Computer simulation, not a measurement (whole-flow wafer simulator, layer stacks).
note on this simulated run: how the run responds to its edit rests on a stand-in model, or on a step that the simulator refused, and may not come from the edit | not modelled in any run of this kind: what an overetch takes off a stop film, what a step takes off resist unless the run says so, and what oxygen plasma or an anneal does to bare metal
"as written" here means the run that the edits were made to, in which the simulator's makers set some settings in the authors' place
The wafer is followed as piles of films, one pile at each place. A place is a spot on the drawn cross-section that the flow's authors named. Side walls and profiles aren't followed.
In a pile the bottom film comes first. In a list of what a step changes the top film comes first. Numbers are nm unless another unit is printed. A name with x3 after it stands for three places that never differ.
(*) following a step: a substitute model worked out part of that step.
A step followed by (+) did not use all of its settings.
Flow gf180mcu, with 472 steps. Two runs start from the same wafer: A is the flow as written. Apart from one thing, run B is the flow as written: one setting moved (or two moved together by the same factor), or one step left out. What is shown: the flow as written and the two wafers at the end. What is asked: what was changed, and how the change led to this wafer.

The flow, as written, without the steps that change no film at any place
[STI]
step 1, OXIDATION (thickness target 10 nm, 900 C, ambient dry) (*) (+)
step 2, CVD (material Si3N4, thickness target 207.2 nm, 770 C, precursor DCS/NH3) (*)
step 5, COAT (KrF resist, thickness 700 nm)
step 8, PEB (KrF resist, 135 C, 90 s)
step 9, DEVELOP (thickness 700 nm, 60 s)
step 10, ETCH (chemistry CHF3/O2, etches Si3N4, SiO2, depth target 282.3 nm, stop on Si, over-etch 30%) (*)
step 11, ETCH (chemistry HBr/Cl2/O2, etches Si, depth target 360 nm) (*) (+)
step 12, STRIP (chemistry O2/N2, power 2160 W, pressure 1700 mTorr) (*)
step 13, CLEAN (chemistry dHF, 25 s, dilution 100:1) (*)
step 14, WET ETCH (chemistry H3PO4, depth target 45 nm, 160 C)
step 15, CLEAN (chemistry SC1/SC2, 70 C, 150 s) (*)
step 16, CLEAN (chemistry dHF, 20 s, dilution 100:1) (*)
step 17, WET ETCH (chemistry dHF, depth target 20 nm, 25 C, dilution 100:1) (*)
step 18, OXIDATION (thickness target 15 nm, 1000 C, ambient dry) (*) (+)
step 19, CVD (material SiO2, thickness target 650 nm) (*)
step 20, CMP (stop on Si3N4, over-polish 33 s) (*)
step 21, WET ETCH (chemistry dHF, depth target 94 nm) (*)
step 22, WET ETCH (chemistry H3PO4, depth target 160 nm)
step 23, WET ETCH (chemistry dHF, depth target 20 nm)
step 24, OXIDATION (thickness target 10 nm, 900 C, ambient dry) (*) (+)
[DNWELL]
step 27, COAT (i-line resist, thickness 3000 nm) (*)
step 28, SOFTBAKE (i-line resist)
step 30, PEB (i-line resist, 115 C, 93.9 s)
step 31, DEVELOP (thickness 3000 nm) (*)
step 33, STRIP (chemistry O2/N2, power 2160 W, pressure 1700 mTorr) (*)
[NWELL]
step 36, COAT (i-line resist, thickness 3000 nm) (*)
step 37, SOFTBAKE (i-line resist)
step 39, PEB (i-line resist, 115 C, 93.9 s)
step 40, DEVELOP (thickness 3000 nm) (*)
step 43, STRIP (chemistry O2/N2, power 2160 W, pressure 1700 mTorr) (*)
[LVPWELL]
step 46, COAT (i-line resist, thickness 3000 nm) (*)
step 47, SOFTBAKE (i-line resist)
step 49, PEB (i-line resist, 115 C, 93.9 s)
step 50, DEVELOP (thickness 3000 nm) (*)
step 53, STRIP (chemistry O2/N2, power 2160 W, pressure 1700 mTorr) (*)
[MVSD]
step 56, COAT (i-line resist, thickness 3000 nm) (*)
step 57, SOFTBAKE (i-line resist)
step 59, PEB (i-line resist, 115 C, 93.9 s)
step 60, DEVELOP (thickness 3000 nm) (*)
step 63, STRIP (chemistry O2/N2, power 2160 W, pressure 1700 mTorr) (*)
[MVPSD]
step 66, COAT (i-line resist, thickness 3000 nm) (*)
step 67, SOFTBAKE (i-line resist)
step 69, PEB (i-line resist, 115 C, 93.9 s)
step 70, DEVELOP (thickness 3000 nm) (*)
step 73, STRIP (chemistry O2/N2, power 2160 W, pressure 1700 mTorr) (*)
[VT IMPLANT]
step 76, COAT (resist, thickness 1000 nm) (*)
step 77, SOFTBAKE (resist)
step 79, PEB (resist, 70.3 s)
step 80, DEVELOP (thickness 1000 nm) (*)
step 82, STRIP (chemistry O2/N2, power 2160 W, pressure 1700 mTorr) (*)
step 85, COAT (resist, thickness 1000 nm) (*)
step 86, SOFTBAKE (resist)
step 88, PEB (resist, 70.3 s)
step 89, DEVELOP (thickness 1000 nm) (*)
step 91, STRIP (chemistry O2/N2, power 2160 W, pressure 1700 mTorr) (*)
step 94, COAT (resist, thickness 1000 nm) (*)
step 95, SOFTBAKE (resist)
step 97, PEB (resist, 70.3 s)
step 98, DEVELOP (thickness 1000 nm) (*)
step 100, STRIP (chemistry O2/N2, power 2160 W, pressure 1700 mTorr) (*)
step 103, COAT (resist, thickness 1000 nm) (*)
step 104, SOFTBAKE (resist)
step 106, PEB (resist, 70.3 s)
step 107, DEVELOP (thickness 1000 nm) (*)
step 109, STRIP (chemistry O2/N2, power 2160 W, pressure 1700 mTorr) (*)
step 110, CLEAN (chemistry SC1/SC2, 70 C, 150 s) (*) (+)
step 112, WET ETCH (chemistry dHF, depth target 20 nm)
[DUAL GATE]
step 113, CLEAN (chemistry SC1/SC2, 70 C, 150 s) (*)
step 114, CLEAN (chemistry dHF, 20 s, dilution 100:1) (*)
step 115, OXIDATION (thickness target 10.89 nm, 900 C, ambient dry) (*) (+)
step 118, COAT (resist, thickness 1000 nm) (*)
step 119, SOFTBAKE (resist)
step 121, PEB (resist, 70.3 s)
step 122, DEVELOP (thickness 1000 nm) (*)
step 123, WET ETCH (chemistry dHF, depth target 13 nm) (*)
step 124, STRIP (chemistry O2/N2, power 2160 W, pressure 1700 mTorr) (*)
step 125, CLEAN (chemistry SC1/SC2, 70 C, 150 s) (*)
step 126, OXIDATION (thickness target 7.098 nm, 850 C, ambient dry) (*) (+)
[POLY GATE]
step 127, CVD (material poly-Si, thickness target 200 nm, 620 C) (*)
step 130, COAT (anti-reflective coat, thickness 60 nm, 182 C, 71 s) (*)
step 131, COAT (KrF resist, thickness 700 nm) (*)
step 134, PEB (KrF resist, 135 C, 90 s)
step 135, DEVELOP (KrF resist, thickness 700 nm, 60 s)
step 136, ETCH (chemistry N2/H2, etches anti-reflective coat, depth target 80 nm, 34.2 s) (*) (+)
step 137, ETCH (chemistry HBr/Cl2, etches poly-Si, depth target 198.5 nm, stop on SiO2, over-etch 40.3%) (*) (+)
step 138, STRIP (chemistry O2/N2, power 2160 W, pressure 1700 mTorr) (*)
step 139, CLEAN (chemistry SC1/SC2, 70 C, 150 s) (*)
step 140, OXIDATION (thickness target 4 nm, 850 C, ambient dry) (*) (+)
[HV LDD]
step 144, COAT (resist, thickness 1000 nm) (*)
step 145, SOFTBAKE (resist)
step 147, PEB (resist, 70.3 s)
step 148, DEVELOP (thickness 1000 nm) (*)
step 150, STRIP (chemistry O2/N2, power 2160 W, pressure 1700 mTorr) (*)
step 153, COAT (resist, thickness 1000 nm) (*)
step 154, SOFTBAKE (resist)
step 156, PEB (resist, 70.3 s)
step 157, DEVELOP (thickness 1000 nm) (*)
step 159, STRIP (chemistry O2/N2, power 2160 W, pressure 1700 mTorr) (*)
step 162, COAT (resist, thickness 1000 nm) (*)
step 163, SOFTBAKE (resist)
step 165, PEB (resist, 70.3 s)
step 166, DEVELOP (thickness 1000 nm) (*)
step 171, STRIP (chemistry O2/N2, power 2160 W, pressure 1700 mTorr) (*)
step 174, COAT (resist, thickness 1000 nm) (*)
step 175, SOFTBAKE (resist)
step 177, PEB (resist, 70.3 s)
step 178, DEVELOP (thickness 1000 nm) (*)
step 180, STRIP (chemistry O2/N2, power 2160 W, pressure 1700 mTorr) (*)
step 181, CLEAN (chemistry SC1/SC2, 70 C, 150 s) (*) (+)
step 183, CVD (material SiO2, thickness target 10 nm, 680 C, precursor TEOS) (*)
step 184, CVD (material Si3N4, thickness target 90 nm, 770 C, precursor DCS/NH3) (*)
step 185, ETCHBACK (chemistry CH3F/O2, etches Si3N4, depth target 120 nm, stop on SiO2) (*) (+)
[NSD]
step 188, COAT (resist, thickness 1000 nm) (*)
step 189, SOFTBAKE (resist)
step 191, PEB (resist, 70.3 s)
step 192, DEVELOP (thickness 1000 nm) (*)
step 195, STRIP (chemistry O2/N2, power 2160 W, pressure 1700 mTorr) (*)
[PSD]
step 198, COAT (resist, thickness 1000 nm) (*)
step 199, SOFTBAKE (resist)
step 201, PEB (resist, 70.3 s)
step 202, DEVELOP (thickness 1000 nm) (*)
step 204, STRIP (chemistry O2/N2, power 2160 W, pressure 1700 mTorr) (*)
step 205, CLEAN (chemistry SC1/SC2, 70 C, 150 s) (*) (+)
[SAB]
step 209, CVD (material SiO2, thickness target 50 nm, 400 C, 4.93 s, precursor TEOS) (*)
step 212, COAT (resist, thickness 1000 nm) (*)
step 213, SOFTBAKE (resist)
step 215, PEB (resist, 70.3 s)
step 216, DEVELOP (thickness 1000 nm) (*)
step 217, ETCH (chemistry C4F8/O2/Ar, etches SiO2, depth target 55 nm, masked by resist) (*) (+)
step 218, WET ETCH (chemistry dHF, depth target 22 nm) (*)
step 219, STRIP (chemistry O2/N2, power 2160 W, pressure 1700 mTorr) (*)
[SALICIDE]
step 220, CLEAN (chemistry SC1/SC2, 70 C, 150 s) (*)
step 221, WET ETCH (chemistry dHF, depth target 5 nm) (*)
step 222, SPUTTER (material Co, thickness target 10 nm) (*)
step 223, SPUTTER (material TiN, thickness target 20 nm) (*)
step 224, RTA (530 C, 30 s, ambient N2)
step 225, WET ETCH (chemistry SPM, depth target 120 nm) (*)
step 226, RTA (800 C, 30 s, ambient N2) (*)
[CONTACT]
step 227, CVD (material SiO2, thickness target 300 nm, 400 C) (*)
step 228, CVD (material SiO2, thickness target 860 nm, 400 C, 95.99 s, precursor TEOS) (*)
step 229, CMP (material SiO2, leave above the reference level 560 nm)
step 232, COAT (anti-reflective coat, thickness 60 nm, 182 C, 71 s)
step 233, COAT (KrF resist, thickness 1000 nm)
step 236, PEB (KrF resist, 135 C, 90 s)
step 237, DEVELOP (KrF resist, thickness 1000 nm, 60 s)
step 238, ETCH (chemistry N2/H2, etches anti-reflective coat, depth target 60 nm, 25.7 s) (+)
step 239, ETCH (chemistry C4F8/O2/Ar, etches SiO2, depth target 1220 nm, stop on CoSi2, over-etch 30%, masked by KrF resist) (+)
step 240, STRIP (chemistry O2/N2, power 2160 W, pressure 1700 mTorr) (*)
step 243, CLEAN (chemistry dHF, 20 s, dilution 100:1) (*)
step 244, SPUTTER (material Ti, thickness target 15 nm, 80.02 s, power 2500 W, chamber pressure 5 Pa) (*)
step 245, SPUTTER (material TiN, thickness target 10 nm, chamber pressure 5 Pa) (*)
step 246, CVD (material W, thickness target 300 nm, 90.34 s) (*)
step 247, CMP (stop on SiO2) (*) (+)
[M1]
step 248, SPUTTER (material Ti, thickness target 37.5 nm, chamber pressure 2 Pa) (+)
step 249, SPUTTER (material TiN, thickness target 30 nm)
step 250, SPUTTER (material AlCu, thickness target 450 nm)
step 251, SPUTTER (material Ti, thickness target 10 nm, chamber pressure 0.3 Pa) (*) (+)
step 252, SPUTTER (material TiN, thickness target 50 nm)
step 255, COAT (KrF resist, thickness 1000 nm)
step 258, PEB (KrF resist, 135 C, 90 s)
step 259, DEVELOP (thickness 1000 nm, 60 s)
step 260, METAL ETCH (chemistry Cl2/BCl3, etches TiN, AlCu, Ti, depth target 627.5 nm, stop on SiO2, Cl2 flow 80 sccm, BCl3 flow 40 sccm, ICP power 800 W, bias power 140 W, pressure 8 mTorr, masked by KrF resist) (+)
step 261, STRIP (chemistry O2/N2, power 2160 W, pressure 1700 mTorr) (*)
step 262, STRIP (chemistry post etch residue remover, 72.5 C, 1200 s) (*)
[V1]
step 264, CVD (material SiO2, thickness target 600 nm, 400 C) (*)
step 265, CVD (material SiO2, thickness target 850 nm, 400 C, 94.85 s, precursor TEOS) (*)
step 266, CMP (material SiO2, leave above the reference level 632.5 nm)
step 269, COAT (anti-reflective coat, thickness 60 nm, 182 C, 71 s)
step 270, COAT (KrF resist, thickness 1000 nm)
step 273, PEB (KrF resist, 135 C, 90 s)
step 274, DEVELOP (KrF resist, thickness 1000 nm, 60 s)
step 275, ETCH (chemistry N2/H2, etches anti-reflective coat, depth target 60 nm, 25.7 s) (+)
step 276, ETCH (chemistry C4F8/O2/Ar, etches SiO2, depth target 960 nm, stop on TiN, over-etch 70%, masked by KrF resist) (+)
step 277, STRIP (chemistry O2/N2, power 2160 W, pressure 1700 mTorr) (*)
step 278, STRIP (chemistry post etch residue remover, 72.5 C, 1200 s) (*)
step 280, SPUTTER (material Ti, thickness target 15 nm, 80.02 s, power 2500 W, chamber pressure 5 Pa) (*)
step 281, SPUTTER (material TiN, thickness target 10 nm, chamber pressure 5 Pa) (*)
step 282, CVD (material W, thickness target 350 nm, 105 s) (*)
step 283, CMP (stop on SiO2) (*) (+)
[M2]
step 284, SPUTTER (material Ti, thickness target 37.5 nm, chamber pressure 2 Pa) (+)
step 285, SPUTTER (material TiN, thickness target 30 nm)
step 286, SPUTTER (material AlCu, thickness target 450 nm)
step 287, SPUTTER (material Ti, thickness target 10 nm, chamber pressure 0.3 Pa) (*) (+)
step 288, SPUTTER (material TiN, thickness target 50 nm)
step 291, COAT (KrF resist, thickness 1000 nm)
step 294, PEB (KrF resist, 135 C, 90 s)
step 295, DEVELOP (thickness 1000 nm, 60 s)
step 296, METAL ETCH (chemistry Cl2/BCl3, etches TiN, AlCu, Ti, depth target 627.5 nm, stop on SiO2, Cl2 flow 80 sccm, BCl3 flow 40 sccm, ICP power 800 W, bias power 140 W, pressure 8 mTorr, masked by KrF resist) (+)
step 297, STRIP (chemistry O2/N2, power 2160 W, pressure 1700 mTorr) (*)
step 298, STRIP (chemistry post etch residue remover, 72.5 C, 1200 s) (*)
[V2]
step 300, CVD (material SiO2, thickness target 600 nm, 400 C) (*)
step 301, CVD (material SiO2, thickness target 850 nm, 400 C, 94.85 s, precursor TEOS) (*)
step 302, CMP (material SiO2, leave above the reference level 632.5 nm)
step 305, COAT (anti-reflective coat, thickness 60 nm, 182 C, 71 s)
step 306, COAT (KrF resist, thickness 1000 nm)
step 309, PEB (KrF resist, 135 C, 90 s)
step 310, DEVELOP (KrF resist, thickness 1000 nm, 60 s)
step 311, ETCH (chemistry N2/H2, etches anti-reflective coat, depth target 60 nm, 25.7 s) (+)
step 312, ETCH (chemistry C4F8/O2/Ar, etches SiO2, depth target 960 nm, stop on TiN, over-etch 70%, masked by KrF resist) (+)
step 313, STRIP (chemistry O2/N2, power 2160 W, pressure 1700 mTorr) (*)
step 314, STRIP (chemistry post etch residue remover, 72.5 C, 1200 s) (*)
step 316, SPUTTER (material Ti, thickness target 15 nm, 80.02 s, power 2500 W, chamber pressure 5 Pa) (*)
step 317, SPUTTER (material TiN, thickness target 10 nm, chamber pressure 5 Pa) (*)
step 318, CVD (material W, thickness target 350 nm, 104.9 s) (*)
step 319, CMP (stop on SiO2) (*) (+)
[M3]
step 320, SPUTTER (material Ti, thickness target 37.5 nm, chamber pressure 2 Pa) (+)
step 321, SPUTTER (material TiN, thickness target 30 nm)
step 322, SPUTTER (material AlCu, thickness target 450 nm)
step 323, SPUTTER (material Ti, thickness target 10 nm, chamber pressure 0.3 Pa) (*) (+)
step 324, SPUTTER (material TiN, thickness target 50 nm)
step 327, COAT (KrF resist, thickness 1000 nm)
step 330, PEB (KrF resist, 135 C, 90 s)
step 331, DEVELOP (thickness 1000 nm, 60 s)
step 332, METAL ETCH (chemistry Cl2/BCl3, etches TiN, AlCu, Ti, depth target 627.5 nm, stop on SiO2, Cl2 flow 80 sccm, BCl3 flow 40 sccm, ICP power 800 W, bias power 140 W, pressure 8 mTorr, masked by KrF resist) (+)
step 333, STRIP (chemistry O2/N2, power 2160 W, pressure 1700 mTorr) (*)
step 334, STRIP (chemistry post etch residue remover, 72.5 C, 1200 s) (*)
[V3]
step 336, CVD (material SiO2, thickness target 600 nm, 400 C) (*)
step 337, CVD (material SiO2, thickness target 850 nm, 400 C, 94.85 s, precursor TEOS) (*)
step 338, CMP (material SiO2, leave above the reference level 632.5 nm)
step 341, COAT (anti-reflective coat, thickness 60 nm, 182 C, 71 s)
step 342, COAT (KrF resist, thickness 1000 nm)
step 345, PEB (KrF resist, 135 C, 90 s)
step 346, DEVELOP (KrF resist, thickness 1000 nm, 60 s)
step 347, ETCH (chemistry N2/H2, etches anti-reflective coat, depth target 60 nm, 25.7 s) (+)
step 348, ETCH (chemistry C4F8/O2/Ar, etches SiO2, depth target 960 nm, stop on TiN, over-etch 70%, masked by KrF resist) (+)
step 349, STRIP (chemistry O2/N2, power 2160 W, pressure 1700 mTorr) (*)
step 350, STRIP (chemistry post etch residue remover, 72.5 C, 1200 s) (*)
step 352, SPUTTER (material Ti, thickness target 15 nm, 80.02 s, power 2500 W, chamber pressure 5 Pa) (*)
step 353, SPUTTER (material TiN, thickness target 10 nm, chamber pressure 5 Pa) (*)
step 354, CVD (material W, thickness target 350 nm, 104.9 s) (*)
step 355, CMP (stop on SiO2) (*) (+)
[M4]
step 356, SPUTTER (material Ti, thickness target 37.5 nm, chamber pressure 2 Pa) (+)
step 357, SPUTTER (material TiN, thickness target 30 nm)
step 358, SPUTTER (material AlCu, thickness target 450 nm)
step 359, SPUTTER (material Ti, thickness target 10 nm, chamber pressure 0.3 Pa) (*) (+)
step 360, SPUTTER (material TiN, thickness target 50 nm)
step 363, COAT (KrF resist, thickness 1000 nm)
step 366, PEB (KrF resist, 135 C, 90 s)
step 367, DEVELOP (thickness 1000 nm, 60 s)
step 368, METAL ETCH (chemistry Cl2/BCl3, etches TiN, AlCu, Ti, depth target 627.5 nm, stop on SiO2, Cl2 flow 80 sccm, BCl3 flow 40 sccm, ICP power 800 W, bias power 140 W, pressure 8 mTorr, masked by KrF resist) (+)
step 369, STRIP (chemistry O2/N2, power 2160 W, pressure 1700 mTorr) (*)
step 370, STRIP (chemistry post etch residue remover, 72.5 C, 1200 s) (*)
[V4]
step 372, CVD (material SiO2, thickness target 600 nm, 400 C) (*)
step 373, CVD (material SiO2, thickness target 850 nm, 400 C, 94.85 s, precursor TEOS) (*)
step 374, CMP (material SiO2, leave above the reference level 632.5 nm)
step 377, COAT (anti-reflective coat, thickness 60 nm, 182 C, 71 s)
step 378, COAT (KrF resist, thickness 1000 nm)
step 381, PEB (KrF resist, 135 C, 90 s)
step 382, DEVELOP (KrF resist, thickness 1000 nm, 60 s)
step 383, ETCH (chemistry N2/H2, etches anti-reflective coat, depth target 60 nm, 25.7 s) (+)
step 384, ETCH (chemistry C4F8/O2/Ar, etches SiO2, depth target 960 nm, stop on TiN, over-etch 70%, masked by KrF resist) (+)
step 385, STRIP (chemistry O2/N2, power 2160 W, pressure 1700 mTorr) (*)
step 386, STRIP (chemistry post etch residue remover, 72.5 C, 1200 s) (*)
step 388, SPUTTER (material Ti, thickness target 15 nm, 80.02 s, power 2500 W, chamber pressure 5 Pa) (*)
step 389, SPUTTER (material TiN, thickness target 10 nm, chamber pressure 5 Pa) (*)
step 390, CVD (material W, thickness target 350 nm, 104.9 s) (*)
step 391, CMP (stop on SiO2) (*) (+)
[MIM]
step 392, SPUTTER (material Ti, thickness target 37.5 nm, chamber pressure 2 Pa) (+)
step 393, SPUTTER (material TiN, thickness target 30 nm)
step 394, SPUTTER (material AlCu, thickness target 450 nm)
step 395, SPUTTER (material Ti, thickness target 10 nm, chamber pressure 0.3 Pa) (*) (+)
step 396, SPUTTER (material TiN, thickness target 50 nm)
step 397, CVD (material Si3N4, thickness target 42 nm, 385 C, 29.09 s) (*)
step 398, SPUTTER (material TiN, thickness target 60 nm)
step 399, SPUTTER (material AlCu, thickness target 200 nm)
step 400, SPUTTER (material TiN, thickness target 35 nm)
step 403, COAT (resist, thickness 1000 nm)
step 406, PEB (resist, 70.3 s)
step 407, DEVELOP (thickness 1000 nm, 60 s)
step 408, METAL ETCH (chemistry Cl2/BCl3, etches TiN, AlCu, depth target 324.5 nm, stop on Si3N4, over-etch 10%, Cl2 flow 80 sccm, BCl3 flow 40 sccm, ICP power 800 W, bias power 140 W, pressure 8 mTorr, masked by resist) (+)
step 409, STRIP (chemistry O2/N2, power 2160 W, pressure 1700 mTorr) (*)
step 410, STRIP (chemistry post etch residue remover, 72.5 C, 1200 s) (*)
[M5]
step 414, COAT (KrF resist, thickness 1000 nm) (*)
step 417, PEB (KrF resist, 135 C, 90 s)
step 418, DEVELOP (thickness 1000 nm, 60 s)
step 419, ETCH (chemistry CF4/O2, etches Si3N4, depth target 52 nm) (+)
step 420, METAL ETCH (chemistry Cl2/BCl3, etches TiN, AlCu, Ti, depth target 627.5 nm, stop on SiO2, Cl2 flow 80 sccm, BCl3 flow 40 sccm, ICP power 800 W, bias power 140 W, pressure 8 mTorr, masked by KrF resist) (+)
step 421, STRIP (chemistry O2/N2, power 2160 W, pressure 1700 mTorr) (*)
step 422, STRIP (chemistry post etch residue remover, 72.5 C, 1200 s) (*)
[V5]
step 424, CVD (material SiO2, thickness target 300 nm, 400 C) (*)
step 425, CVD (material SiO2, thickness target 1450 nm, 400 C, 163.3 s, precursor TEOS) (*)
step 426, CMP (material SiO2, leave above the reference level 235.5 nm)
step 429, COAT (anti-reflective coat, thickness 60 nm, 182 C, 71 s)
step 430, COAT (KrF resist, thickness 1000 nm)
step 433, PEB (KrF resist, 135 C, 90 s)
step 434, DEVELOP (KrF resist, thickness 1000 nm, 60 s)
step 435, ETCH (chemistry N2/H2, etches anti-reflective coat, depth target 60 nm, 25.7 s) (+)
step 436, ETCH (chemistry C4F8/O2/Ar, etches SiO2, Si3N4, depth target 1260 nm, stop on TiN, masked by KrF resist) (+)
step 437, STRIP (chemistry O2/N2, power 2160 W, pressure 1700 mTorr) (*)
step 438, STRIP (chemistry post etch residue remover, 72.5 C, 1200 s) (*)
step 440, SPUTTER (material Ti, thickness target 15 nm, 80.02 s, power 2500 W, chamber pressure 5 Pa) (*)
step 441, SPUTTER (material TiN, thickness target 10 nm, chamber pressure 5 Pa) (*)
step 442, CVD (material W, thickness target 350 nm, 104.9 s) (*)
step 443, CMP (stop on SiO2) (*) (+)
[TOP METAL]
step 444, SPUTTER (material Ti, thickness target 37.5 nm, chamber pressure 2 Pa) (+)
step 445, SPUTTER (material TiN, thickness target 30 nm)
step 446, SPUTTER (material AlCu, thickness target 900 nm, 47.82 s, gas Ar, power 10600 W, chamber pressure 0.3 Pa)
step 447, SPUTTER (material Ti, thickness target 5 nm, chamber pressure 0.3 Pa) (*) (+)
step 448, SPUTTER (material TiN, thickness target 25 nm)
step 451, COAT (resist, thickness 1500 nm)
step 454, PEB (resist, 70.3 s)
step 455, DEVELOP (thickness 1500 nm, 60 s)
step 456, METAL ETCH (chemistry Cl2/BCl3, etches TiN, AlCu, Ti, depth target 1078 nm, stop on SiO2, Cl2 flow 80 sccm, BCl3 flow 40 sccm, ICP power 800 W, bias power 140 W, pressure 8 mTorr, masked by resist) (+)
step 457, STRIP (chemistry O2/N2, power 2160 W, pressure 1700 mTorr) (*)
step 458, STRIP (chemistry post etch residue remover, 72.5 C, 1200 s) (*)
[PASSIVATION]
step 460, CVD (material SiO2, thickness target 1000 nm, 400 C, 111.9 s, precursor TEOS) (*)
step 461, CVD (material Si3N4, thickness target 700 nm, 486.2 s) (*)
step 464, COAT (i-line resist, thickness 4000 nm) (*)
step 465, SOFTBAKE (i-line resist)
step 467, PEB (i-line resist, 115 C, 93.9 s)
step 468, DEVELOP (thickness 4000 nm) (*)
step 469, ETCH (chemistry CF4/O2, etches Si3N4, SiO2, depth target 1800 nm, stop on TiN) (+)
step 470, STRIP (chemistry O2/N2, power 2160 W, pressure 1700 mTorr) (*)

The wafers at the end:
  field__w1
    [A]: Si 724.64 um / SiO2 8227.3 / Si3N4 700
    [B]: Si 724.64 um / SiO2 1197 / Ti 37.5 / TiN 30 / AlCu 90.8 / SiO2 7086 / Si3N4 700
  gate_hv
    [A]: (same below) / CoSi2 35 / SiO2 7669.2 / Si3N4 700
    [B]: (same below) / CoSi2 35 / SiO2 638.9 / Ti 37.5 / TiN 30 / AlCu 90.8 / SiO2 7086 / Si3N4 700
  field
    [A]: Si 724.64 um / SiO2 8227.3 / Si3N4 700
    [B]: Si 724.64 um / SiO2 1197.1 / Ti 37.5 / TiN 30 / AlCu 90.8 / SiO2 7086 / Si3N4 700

What caused this: step 250, SPUTTER: thickness target 664 nm was run, while the flow as written has thickness target 450 nm.

The path from the change to this, step by step:
  step 250, SPUTTER (material AlCu, thickness target 450 nm)
      field, field__w1, field__w2 and 108 more: A AlCu gains 450 (new film) | B AlCu gains 664 (new film)
  step 260, METAL ETCH (chemistry Cl2/BCl3, etches TiN, AlCu, Ti, depth target 627.5 nm, stop on SiO2, Cl2 flow 80 sccm, BCl3 flow 40 sccm, ICP power 800 W, bias power 140 W, pressure 8 mTorr, masked by KrF resist) (+)
      field, field__w1, field__w2 and 99 more: A TiN loses 50 (all of it), Ti loses 10 (all of it), AlCu loses 450 (all of it), TiN loses 30 (all of it), Ti loses 37.5 (all of it) | B TiN loses 50 (all of it), Ti loses 10 (all of it), AlCu loses 567.5
  step 262, STRIP (chemistry post etch residue remover, 72.5 C, 1200 s) (*)
      field, field__w1, field__w2 and 99 more: A nothing | B AlCu loses 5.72
  step 264, CVD (material SiO2, thickness target 600 nm, 400 C) (*)
      field, field__w1, field__w2 and 99 more: A SiO2 gains 600 | B SiO2 gains 600 (new film)
  step 266, CMP (material SiO2, leave above the reference level 632.5 nm)
      field, field__w1, field__w2 and 99 more: A SiO2 loses 300 | B SiO2 loses 244.3
With metal films that touch counted as one body, field__w1 has 1 body; the flow as written gives 0 bodies.
With metal films that touch counted as one body, gate_hv has 2 bodies (between them, from the top down: SiO2 638.9); the flow as written gives 1 body.
With metal films that touch counted as one body, field has 1 body; the flow as written gives 0 bodies.
